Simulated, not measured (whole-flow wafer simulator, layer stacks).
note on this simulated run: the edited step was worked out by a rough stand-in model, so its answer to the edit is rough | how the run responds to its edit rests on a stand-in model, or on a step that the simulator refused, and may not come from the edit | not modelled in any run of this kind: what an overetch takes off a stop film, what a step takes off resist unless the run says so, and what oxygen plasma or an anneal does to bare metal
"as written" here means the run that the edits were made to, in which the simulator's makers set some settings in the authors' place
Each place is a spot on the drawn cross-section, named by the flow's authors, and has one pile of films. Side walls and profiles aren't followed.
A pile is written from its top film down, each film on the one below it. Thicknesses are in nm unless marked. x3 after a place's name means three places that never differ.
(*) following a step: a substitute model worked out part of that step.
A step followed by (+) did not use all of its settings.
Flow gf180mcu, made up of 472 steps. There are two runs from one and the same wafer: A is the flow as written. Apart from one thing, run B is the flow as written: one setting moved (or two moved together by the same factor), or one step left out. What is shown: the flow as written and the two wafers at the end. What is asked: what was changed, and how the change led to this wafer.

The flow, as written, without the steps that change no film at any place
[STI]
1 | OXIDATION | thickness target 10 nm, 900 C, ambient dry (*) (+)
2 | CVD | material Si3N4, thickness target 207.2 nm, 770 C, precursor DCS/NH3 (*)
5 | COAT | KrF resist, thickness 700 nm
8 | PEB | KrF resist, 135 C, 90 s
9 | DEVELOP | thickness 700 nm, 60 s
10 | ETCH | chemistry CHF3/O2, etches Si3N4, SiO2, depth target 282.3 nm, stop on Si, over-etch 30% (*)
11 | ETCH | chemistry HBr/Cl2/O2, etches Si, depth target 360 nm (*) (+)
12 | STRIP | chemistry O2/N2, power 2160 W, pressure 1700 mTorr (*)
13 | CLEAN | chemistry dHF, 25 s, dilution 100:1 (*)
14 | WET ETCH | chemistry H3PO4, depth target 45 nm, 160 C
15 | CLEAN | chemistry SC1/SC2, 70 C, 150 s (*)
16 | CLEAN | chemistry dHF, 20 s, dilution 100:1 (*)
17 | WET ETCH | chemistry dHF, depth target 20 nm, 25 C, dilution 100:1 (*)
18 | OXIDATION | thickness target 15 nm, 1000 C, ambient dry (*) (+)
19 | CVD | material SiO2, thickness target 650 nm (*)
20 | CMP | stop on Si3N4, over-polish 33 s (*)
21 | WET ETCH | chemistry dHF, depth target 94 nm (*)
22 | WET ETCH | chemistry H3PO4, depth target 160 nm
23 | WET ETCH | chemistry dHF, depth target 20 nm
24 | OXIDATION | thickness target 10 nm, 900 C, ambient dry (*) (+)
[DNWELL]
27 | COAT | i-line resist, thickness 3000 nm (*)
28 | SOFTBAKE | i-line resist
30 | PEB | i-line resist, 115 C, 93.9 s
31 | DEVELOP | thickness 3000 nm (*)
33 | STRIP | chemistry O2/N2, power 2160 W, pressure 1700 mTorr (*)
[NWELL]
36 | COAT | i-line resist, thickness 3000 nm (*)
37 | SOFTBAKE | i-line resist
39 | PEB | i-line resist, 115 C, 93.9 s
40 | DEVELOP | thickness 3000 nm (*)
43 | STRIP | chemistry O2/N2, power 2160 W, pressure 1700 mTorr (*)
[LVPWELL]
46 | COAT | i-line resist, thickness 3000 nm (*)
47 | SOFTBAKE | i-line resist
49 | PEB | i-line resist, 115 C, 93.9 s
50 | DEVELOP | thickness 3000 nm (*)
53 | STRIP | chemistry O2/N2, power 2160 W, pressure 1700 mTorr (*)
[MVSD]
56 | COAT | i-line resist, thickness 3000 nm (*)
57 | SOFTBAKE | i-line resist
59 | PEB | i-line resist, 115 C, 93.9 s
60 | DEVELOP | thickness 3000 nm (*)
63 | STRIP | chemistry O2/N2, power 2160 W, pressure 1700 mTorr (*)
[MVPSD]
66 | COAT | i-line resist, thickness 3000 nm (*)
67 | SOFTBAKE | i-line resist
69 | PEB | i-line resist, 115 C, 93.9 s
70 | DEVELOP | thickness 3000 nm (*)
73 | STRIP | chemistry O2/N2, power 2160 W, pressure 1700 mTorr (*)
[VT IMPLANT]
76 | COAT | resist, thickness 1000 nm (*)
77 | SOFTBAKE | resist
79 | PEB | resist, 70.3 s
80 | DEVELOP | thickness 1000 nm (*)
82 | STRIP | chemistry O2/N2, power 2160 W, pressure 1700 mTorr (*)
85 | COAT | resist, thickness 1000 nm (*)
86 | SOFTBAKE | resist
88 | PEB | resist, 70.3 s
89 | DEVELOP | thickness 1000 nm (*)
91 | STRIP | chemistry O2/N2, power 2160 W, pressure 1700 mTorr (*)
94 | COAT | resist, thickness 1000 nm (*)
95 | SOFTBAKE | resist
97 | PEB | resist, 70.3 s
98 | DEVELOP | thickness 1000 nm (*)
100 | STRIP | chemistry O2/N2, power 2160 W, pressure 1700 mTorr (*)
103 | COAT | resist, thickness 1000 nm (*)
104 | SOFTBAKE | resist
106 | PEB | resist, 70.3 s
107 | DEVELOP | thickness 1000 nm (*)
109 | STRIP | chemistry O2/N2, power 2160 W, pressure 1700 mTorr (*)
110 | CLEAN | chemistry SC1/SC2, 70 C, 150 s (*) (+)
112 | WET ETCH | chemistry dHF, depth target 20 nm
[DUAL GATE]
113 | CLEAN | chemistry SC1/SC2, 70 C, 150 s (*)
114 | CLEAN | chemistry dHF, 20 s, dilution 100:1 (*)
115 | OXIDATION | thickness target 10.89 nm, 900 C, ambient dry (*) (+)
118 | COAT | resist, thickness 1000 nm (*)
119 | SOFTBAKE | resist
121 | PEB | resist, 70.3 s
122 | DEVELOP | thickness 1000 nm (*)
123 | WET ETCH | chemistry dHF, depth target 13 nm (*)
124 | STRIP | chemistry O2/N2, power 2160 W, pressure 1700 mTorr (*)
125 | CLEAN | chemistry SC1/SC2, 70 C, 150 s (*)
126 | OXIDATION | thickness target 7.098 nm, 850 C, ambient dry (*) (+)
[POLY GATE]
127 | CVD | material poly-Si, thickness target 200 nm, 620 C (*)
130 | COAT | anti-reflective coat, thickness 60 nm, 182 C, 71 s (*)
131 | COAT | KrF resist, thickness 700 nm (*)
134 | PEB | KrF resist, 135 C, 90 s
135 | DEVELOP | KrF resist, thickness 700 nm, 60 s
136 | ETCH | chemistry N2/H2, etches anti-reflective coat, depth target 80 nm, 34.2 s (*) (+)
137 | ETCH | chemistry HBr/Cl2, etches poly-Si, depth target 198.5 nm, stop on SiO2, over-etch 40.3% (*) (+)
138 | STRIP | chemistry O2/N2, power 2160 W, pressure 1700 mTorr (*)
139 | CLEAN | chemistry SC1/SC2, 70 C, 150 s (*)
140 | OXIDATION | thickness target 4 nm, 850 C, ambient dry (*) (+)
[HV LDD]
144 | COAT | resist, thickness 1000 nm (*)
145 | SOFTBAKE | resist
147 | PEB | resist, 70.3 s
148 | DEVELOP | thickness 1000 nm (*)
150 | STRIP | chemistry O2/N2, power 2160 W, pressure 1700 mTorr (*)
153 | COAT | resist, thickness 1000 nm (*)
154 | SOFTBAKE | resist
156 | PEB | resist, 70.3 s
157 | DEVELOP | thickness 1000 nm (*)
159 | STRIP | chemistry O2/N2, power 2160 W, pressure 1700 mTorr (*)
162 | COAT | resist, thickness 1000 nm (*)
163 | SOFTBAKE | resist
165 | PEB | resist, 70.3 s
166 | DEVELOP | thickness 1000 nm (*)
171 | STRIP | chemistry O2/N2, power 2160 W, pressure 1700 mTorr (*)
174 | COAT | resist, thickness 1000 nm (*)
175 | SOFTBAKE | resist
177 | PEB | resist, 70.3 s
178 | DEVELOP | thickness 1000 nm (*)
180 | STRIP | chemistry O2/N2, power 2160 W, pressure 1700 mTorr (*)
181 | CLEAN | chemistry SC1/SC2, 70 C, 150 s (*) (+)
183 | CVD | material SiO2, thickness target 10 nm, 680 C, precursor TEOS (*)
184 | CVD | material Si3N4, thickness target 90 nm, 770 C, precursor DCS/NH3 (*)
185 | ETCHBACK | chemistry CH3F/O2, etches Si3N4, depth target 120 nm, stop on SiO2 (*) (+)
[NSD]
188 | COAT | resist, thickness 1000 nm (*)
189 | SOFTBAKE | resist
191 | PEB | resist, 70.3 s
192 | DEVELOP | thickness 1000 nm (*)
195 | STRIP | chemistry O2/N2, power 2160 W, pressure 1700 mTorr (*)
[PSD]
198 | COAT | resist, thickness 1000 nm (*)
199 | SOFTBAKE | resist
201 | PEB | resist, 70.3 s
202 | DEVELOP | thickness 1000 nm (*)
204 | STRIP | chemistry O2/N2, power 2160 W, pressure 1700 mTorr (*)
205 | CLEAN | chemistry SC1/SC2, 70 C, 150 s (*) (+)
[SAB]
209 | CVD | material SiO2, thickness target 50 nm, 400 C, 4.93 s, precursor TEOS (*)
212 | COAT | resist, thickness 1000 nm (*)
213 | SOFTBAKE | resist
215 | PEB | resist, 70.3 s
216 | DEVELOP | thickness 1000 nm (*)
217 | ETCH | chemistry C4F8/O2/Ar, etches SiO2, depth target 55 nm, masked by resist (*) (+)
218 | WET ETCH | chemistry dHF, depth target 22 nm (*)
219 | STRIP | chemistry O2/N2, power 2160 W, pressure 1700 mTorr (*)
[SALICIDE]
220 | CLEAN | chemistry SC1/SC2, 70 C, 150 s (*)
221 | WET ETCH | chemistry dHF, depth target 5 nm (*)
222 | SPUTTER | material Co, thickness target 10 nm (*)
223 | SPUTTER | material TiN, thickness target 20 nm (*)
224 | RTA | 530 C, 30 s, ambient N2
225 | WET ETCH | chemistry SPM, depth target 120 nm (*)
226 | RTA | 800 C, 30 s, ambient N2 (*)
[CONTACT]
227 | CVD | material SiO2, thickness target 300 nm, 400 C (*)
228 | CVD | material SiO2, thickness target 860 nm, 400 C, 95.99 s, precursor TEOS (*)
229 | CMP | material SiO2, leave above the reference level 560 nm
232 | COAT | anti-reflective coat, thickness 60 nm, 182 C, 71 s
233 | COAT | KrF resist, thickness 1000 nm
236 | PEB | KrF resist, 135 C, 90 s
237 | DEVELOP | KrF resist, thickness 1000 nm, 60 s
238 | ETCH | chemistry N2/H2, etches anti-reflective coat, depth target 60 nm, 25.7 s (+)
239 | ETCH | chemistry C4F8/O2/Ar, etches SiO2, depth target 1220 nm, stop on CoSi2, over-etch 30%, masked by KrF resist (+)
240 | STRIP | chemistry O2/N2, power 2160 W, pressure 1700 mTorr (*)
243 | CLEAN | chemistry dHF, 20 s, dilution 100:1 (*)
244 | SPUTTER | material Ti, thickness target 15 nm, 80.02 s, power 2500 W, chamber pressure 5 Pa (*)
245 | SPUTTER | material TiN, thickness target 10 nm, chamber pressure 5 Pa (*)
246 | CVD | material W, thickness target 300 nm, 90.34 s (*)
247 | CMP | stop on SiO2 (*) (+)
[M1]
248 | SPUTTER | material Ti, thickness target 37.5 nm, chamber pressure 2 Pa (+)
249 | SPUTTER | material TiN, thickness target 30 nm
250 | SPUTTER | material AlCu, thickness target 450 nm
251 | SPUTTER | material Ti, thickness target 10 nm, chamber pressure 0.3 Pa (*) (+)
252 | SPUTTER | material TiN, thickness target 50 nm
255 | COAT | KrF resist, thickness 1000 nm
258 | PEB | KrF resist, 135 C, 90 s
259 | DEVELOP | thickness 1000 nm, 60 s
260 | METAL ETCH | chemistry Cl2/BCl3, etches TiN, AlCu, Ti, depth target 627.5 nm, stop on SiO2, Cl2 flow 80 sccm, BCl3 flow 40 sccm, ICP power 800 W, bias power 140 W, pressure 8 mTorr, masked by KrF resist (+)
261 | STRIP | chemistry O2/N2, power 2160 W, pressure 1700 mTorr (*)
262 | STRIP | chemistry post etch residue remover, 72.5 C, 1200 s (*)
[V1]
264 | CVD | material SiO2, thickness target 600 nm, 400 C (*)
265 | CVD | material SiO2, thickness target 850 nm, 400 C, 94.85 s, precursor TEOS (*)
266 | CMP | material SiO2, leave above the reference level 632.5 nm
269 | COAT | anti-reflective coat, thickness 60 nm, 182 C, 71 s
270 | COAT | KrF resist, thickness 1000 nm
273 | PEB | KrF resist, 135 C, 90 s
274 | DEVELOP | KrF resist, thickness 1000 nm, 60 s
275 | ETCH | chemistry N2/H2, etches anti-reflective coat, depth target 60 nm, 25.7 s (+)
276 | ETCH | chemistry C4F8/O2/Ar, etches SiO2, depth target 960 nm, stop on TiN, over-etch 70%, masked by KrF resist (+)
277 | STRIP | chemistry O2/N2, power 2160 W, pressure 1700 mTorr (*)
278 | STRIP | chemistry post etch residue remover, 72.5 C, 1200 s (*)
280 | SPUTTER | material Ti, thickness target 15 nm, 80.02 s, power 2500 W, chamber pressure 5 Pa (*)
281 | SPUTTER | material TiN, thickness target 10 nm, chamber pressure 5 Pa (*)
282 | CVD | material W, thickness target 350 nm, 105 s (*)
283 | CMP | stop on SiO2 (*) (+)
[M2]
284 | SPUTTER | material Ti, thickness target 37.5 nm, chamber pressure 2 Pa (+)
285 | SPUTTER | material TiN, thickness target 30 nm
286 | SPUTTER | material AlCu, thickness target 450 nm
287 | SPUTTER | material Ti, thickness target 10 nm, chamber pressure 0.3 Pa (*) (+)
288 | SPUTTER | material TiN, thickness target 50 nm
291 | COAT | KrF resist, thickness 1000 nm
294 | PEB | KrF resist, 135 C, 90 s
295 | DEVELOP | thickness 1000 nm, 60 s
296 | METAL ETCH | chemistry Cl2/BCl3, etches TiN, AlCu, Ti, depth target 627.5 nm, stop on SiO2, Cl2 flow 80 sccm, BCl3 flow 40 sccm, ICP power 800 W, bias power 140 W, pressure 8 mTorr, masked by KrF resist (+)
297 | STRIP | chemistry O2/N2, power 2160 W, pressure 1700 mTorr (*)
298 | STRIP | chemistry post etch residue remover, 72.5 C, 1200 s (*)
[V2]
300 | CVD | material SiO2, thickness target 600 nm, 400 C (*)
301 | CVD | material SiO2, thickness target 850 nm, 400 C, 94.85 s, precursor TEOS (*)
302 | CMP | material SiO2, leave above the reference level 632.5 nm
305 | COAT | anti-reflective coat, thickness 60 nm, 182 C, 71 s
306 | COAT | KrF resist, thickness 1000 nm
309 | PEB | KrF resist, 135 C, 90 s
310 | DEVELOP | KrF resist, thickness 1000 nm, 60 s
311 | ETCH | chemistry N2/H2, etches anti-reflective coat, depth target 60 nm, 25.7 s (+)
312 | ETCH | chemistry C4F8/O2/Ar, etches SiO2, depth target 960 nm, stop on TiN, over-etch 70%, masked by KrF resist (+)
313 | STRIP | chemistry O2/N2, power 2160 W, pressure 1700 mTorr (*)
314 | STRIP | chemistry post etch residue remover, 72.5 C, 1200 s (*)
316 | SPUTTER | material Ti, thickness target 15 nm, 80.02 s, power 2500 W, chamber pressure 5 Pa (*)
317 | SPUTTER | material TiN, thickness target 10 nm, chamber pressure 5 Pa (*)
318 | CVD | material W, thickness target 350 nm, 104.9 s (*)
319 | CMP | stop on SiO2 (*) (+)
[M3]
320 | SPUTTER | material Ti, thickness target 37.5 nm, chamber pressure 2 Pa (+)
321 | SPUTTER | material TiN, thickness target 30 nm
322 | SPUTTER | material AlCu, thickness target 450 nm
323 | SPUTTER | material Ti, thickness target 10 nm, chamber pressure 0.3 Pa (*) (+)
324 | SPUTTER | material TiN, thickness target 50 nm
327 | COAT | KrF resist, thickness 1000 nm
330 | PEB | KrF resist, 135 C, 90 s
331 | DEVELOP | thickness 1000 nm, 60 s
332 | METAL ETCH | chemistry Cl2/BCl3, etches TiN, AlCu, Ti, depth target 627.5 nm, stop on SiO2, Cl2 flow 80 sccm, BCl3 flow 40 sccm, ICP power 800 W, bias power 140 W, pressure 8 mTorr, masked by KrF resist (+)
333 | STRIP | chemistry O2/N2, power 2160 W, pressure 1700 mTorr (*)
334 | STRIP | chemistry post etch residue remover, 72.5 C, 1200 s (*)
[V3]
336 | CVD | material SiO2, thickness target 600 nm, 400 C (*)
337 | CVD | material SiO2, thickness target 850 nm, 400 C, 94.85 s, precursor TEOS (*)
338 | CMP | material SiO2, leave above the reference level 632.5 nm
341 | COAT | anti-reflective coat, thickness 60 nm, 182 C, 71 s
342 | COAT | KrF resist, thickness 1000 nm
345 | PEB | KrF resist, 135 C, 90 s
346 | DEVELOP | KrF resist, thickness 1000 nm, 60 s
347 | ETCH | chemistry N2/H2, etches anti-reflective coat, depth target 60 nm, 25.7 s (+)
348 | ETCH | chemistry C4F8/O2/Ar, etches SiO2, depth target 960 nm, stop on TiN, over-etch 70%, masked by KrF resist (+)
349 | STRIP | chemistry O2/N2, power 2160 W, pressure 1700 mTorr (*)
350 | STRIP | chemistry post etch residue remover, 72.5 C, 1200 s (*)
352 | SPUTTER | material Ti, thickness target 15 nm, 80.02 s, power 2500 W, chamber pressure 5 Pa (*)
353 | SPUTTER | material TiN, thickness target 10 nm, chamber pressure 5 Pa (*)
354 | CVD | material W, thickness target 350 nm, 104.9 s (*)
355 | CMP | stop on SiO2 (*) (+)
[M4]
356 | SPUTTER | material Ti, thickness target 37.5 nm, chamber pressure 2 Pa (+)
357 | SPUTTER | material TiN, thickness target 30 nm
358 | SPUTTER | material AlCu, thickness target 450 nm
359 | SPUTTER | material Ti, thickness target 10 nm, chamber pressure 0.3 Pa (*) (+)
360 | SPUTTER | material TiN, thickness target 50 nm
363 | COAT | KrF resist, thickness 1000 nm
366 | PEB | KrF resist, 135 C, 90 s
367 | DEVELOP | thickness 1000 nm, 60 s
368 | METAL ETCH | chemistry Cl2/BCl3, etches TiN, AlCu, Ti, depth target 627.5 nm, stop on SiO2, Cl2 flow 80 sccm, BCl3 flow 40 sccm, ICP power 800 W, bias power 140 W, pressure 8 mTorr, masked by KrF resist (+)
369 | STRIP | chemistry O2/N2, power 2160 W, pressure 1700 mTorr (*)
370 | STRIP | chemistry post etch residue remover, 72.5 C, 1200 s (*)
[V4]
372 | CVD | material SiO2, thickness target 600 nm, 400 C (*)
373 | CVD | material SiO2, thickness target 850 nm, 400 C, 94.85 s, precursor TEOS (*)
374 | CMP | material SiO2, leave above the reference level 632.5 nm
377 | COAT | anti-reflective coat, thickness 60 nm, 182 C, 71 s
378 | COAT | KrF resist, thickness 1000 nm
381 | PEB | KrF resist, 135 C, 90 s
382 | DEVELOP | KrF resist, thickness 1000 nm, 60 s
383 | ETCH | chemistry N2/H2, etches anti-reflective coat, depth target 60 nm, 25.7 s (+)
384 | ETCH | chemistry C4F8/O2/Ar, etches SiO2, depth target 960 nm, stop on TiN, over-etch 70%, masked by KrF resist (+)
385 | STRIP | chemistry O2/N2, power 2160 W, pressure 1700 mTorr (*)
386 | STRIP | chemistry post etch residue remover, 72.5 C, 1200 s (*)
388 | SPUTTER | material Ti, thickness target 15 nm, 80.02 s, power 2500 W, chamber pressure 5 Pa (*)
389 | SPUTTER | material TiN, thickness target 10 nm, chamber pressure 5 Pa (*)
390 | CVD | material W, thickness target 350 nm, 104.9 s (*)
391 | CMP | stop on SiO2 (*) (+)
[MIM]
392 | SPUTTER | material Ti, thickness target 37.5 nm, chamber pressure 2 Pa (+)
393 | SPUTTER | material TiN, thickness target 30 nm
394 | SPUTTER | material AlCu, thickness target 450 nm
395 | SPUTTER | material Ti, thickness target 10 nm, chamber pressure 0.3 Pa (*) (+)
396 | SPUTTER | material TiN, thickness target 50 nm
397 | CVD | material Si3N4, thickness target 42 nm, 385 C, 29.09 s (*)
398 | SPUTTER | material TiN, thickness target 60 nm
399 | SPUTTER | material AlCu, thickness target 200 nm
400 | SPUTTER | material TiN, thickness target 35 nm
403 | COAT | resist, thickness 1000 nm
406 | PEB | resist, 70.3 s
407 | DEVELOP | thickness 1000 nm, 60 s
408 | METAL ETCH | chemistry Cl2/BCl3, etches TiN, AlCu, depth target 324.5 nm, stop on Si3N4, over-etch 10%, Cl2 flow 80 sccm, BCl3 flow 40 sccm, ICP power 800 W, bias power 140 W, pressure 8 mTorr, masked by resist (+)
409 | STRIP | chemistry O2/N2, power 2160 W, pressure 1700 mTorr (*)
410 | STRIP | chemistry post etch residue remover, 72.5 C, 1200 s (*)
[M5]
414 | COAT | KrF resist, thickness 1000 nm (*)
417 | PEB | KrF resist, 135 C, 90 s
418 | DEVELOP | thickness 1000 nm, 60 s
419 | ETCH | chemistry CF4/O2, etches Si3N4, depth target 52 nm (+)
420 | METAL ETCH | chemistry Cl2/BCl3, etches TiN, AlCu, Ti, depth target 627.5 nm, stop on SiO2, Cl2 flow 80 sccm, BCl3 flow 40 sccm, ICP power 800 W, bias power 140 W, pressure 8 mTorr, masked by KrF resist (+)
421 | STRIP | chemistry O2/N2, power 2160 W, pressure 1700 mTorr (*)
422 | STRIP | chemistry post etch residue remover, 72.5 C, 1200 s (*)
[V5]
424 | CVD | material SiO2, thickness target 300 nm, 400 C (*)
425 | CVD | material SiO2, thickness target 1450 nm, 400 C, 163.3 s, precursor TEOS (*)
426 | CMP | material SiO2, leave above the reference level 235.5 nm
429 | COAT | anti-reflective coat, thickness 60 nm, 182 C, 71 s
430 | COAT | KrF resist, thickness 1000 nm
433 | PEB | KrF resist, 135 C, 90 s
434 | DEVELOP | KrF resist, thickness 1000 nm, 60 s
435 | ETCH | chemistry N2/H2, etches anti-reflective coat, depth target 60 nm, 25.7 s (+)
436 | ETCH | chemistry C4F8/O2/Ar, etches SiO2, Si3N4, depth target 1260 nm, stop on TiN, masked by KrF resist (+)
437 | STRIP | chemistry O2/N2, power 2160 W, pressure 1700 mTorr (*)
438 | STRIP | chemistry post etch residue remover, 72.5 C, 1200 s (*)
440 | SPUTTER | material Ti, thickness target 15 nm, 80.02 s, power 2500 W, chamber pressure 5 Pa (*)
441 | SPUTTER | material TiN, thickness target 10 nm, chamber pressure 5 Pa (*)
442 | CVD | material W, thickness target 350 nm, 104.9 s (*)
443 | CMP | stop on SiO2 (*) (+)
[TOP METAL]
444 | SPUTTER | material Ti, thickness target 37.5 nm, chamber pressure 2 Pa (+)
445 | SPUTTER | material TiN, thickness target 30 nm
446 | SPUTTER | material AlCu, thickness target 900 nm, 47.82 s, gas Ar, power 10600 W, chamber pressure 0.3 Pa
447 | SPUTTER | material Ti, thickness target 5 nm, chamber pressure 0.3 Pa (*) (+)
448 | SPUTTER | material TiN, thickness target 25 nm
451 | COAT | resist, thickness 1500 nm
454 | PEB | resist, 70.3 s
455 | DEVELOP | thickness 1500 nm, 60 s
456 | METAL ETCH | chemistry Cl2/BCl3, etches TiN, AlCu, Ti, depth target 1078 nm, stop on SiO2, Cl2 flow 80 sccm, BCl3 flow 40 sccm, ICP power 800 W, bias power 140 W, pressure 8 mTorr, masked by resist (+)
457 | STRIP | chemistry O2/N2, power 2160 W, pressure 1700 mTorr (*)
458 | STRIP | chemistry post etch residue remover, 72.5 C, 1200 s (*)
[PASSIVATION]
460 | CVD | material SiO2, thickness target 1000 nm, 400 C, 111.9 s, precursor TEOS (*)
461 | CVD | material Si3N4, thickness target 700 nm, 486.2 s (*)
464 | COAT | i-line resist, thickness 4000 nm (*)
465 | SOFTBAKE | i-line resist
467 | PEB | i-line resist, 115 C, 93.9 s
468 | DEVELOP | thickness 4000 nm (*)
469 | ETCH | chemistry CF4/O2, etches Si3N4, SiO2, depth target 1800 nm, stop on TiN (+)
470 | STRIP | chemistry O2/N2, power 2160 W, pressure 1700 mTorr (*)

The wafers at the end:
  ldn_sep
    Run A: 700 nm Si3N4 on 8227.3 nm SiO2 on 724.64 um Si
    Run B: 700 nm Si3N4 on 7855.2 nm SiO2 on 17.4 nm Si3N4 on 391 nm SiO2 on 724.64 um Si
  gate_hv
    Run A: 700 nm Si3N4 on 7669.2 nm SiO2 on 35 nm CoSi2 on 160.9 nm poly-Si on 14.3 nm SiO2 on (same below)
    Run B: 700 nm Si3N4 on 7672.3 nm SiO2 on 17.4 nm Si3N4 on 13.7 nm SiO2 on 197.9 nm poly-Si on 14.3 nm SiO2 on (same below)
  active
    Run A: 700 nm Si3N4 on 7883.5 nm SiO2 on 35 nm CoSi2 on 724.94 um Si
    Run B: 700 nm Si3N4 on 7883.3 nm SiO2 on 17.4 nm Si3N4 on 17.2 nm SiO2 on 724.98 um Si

The reason: step 185, ETCHBACK: depth target 68.4 nm was run, though the flow has depth target 120 nm.

The path from the change to this, step by step:
  185 | ETCHBACK | chemistry CH3F/O2, etches Si3N4, depth target 120 nm, stop on SiO2 (*) (+)
      field, field__w1, field__w2 and 100 more: A Si3N4 loses 90 (all of it), SiO2 loses 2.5 | B Si3N4 loses 68.4
  188 | COAT | resist, thickness 1000 nm (*)
      spacer: A resist gains 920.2 (new film) | B resist gains 944.4 (new film)
  189 | SOFTBAKE | resist
      field__w9: A resist gains 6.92 | B resist loses 3.14
      nw_enc_fld_lv: A resist gains 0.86 | B resist gains 5.57
  192 | DEVELOP | thickness 1000 nm (*)
      spacer: A resist loses 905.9 (all of it) | B resist loses 929.6 (all of it)
  198 | COAT | resist, thickness 1000 nm (*)
      spacer: A resist gains 920.2 (new film) | B resist gains 944.4 (new film)
  199 | SOFTBAKE | resist
      field__w9: A resist gains 6.92 | B resist loses 3.14
      nw_enc_fld_lv: A resist gains 0.86 | B resist gains 5.57
  204 | STRIP | chemistry O2/N2, power 2160 W, pressure 1700 mTorr (*)
      spacer: A resist loses 905.9 (all of it) | B resist loses 929.6 (all of it)
  205 | CLEAN | chemistry SC1/SC2, 70 C, 150 s (*) (+)
      field, field__w1, field__w2 and 105 more: A SiO2 loses 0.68 | B Si3N4 loses 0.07
  209 | CVD | material SiO2, thickness target 50 nm, 400 C, 4.93 s, precursor TEOS (*)
      field, field__w7, field__w8 and 73 more: A SiO2 gains 50 | B SiO2 gains 50 (new film)
      field_sub__w1, field_sub__w3, field_sub__w4, field_sub__w5, ld_drift_n: A SiO2 gains 48.9 | B SiO2 gains 48.8 (new film)
      (as well as at 27 more places)
  212 | COAT | resist, thickness 1000 nm (*)
      spacer: A resist gains 919.4 (new film) | B resist gains 944 (new film)
  216 | DEVELOP | thickness 1000 nm (*)
      spacer: A resist loses 905.1 (all of it) | B resist loses 929.2 (all of it)
  217 | ETCH | chemistry C4F8/O2/Ar, etches SiO2, depth target 55 nm, masked by resist (*) (+)
      field, field__w7, field__w8 and 70 more: A SiO2 loses 55 | B SiO2 loses 50 (all of it), Si3N4 loses 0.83
      field_sub__w1, field_sub__w3, field_sub__w4, field_sub__w5, ld_drift_n: A SiO2 loses 55 | B SiO2 loses 48.8 (all of it), Si3N4 loses 1.03
      (as well as at 21 more places)
  218 | WET ETCH | chemistry dHF, depth target 22 nm (*)
      gate, gate_hv, gate_p and 23 more: A SiO2 loses 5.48 (all of it) | B Si3N4 loses 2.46
      field, field__w10, sti and 14 more: A SiO2 loses 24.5 | B Si3N4 loses 2.46
      (as well as at 56 more places)
  219 | STRIP | chemistry O2/N2, power 2160 W, pressure 1700 mTorr (*)
      gate, gate_hv, gate_p and 23 more: A chemical SiO2 gains 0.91 (new film), poly-Si loses 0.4 | B nothing
      active, p_well, sd_n and 20 more: A chemical SiO2 gains 0.91 (new film), Si loses 0.4 | B nothing
  220 | CLEAN | chemistry SC1/SC2, 70 C, 150 s (*)
      field, field__w2, field__w7 and 40 more: A SiO2 loses 0.68 | B nothing
      field__w1, field__w3, field__w6, field__w12, m1, nw_enc_fld_lv, nw_enc_fld_lv__w3: A SiO2 loses 0.68 | B Si3N4 loses 0.07
  221 | WET ETCH | chemistry dHF, depth target 5 nm (*)
      active, p_well, gate and 46 more: A chemical SiO2 loses 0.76 (all of it) | B Si3N4 loses 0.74
      field, field__w1, field__w2 and 23 more: A SiO2 loses 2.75 | B Si3N4 loses 0.74
      (as well as at 24 more places)
  ... another 10 steps ...
  471 | ANNEAL | 400 C, 1800 s, ambient N2/H2
      polyc_n, polyc_p: A nothing | B under 9 films: void gains 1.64 (new film), Ti loses 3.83, TiSi first gains 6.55 (new film), poly-Si loses 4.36
      contact: A nothing | B under 49 films: void gains 1.62 (new film), Ti loses 3.83, TiSi first gains 6.55 (new film), Si loses 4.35
If metal films that touch count as one body, gate_hv has 0 bodies; the flow as written gives 1 body.
If metal films that touch count as one body, active has 0 bodies; the flow as written gives 1 body.
